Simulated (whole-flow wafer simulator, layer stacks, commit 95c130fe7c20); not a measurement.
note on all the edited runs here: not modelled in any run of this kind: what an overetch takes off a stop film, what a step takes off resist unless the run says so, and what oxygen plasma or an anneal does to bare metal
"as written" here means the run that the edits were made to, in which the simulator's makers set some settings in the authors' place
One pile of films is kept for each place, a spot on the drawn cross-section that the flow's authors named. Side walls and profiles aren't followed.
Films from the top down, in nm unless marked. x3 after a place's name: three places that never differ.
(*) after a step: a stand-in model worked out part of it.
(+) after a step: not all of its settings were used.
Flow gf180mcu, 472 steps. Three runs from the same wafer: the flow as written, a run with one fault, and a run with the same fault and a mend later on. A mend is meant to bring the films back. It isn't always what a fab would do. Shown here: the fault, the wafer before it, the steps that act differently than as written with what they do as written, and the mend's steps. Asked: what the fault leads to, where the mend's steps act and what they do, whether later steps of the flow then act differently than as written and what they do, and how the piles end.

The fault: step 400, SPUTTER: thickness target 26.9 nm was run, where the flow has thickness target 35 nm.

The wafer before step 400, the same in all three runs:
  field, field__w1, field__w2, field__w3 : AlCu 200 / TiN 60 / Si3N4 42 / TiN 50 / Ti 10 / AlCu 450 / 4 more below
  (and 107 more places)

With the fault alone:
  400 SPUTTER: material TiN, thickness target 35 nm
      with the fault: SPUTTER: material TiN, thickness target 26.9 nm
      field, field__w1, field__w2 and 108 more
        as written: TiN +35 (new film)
        with the fault: TiN +26.9 (new film)
  Later steps of the flow that act differently than as written (9 more steps differ only slightly, by at most 2% or 0.5 nm, whichever is larger, and aren't shown):
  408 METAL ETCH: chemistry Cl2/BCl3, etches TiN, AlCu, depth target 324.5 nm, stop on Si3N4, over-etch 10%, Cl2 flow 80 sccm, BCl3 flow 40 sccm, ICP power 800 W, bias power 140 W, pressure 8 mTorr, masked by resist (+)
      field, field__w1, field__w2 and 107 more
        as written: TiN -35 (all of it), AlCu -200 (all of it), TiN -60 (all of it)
        with the fault: TiN -26.9 (all of it), AlCu -200 (all of it), TiN -60 (all of it)
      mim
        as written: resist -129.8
        with the fault: resist -126.2
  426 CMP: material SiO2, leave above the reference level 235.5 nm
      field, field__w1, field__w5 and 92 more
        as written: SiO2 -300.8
        with the fault: SiO2 -308.9
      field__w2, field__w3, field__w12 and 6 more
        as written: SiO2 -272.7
        with the fault: SiO2 -280.8
  At the end the piles differ from the flow's by more than 2% or 0.5 nm, whichever is larger, at mim.
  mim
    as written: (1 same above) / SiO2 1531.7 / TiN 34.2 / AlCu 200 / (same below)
    with the fault: (1 same above) / SiO2 1531.7 / TiN 26.1 / AlCu 200 / (same below)

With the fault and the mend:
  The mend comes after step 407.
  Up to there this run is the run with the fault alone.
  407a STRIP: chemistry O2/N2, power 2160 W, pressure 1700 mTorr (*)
      mim
        resist -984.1 (all of it)
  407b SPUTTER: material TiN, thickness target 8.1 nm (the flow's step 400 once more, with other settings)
      field, field__w1, field__w2 and 108 more
        TiN +8.1
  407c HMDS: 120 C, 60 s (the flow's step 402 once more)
      changes no film at any place that is followed
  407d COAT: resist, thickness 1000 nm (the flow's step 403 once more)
      field, field__w1, field__w2 and 108 more
        resist +1000 (new film)
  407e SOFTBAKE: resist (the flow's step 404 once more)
      changes no film at any place that is followed
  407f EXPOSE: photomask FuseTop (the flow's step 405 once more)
      changes no film at any place that is followed
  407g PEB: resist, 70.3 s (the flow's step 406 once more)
      field, field__w1, field__w2 and 108 more
        resist -15.9
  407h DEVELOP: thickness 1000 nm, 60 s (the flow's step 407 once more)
      field, field__w1, field__w2 and 107 more
        resist -984.1 (all of it)
  No later step of the flow acts differently than as written at any place that is followed.
  At the end the piles are the same as the flow's at every place that both follow.
